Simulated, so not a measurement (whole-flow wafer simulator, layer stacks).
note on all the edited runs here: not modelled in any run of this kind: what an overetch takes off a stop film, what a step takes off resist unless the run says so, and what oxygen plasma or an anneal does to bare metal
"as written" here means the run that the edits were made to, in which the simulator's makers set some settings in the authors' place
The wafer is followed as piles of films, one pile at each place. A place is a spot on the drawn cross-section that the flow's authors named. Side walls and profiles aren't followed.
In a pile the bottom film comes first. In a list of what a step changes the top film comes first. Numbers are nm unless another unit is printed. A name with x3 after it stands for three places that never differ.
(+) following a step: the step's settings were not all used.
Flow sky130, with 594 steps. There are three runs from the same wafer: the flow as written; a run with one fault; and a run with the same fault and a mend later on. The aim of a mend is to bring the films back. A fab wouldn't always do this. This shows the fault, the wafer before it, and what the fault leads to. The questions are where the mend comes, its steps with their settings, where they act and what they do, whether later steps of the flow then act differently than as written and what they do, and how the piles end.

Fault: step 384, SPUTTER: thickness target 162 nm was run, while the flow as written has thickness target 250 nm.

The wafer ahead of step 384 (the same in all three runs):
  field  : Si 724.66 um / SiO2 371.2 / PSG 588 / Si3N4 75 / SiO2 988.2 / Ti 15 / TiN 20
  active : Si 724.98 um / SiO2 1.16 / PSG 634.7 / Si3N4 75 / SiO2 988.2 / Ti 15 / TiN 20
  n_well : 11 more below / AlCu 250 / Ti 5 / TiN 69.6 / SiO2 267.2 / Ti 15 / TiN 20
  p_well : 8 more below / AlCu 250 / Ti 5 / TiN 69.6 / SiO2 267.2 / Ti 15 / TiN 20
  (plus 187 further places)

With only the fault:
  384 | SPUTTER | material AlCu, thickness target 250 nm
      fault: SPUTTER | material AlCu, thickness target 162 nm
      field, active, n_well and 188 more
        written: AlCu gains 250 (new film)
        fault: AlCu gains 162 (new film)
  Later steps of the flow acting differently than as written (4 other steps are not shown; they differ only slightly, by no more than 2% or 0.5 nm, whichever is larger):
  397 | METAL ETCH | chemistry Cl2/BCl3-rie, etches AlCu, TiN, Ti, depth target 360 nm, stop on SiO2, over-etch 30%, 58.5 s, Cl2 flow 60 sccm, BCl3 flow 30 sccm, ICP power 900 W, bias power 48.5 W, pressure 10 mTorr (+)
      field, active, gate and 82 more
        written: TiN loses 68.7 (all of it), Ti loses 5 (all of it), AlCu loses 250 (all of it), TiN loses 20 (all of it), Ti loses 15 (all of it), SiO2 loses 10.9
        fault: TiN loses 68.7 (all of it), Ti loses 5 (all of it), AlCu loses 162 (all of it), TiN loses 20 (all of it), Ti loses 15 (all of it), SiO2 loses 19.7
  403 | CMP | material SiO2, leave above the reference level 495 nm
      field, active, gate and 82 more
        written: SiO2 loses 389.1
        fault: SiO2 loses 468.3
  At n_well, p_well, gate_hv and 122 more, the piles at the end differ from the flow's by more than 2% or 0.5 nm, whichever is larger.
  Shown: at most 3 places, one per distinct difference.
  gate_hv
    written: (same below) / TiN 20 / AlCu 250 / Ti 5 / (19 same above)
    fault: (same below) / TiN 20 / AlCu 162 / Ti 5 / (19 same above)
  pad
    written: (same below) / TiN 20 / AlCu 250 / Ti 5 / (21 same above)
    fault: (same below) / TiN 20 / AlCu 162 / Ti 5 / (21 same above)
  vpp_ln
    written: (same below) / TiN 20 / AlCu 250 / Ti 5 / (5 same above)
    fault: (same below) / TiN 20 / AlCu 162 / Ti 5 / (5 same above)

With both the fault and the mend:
  The mend stands after step 384.
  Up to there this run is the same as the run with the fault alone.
  384a | SPUTTER | material AlCu, thickness target 88 nm (a further turn of the flow's step 384, with different settings)
      field, active, n_well and 188 more
        AlCu gains 88
  Every later step of the flow that is run acts as written at every place that is followed.
  The piles end the same as the flow's at every place that both follow.
